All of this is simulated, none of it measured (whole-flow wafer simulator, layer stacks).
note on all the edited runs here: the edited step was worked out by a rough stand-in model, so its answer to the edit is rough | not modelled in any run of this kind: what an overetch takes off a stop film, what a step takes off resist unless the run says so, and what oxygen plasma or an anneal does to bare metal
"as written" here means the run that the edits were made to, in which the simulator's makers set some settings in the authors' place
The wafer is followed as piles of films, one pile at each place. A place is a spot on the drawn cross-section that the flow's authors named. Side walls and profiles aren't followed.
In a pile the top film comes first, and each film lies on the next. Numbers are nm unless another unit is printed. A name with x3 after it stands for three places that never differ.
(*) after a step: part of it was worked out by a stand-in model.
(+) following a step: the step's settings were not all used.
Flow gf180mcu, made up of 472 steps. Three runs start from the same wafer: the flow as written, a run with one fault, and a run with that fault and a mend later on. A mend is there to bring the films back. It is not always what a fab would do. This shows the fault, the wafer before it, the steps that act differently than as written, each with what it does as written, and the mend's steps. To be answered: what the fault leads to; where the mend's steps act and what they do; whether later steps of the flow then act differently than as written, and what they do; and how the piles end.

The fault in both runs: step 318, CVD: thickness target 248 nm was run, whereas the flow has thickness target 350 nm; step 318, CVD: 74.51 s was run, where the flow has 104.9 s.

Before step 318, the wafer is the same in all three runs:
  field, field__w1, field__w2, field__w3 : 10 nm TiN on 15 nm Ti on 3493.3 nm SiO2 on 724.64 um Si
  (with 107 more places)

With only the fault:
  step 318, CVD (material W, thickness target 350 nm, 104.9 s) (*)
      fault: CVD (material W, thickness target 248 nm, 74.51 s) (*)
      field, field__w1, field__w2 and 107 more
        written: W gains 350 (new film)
        fault: W gains 249.3 (new film)
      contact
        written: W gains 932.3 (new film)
        fault: W gains 831.6 (new film)
  Steps later in the flow that act otherwise than as written:
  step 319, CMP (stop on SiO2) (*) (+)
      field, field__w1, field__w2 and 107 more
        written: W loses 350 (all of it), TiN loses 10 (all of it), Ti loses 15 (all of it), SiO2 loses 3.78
        fault: W loses 249.3 (all of it), TiN loses 10 (all of it), Ti loses 15 (all of it), SiO2 loses 2.77
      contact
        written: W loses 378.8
        fault: W loses 277.1
  The piles end only slightly different from the flow's at the places that both follow, by no more than 2% or 0.5 nm, whichever is larger.

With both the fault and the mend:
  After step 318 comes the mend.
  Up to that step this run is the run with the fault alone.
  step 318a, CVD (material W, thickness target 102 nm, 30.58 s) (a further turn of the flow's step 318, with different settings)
      field, field__w1, field__w2 and 108 more
        W gains 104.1
  Every later step of the flow that is run acts as written, at every place that is followed, to within 2% or 0.5 nm, whichever is larger.
  The piles end only slightly different from the flow's at the places that both follow, by no more than 2% or 0.5 nm, whichever is larger.
